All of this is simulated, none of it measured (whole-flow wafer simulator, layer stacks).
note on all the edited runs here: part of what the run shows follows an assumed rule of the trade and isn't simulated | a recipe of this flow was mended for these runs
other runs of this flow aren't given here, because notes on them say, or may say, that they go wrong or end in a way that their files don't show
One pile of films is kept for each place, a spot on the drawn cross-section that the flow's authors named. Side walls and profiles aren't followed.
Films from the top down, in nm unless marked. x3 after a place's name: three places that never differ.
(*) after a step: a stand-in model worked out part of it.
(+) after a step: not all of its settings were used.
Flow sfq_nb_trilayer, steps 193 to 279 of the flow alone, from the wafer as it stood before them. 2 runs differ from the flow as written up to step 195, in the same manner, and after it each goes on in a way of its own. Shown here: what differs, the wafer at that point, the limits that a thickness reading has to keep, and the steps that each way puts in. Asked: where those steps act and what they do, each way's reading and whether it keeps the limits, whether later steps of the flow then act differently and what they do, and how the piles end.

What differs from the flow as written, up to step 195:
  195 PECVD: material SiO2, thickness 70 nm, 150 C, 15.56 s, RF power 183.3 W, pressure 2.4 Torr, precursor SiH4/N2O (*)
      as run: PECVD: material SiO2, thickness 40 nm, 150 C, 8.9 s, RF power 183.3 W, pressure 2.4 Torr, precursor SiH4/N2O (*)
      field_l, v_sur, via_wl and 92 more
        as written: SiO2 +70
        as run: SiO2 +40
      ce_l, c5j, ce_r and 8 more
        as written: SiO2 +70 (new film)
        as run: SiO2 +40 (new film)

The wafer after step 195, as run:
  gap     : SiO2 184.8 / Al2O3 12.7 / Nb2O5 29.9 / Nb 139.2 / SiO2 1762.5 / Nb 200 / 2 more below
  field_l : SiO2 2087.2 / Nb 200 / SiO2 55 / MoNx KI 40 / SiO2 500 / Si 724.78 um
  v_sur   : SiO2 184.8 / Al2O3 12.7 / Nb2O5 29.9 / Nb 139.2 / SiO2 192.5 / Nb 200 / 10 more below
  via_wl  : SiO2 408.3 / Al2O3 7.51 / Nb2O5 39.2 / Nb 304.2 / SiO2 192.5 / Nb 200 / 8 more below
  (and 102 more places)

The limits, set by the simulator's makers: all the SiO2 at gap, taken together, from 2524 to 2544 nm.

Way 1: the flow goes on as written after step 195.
  The reading after step 195: 2500.3 nm, outside the limits.
  Later steps of the flow that act differently than as written (6 more steps differ only slightly, by at most 2% or 0.5 nm, whichever is larger, and aren't shown):
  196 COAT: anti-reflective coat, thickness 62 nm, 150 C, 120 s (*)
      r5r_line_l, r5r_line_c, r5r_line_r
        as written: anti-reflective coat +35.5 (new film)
        this way: anti-reflective coat +34 (new film)
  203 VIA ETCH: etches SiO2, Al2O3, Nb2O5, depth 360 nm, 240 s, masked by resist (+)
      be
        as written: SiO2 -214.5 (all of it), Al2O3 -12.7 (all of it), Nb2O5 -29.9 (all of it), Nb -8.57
        this way: SiO2 -184.5 (all of it), Al2O3 -12.7 (all of it), Nb2O5 -29.9 (all of it), Nb -11.1
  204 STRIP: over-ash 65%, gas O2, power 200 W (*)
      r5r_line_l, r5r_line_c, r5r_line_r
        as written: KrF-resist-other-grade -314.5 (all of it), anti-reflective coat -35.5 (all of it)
        this way: KrF-resist-other-grade -314.5 (all of it), anti-reflective coat -34 (all of it)
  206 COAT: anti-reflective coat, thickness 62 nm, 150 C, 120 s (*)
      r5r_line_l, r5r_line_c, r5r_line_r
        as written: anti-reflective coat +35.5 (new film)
        this way: anti-reflective coat +34 (new film)
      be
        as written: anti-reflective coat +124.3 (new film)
        this way: anti-reflective coat +120.3 (new film)
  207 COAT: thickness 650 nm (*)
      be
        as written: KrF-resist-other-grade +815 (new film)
        this way: KrF-resist-other-grade +795.1 (new film)
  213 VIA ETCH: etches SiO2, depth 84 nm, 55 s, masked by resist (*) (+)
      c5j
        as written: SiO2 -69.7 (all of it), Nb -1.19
        this way: SiO2 -39.7 (all of it), Nb -3.69
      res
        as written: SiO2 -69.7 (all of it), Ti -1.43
        this way: SiO2 -39.7 (all of it), Ti -4.43
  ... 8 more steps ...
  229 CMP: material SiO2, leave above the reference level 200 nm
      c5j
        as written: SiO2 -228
        this way: SiO2 -248.3
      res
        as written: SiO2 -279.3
        this way: SiO2 -311.5
  At the end the piles differ from the flow's by more than 2% or 0.5 nm, whichever is larger, at v_sur, via_wl, via_w and 79 more.
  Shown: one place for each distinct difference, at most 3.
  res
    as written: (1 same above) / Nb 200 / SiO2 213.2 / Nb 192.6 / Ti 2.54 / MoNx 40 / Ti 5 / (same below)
    this way: (1 same above) / Nb 200 / SiO2 181 / Nb 197.8 / MoNx 39.5 / Ti 5 / (same below)
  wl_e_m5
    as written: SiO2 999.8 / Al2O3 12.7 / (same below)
    this way: SiO2 969.8 / Al2O3 12.7 / (same below)
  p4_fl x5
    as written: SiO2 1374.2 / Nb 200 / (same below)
    this way: SiO2 1344.2 / Nb 200 / (same below)

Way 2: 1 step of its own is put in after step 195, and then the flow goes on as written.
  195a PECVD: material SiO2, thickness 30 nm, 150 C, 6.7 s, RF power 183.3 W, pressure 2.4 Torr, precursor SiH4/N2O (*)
      field_l, v_sur, via_wl and 103 more
        SiO2 +30
  The reading after step 195a: 2530.3 nm, within the limits.
  No later step of the flow acts differently than as written, at any place that is followed, by more than 2% or 0.5 nm, whichever is larger.
  At the end the piles are the same as the flow's at every place that both follow.

Within the limits: way 2. Outside them: way 1.
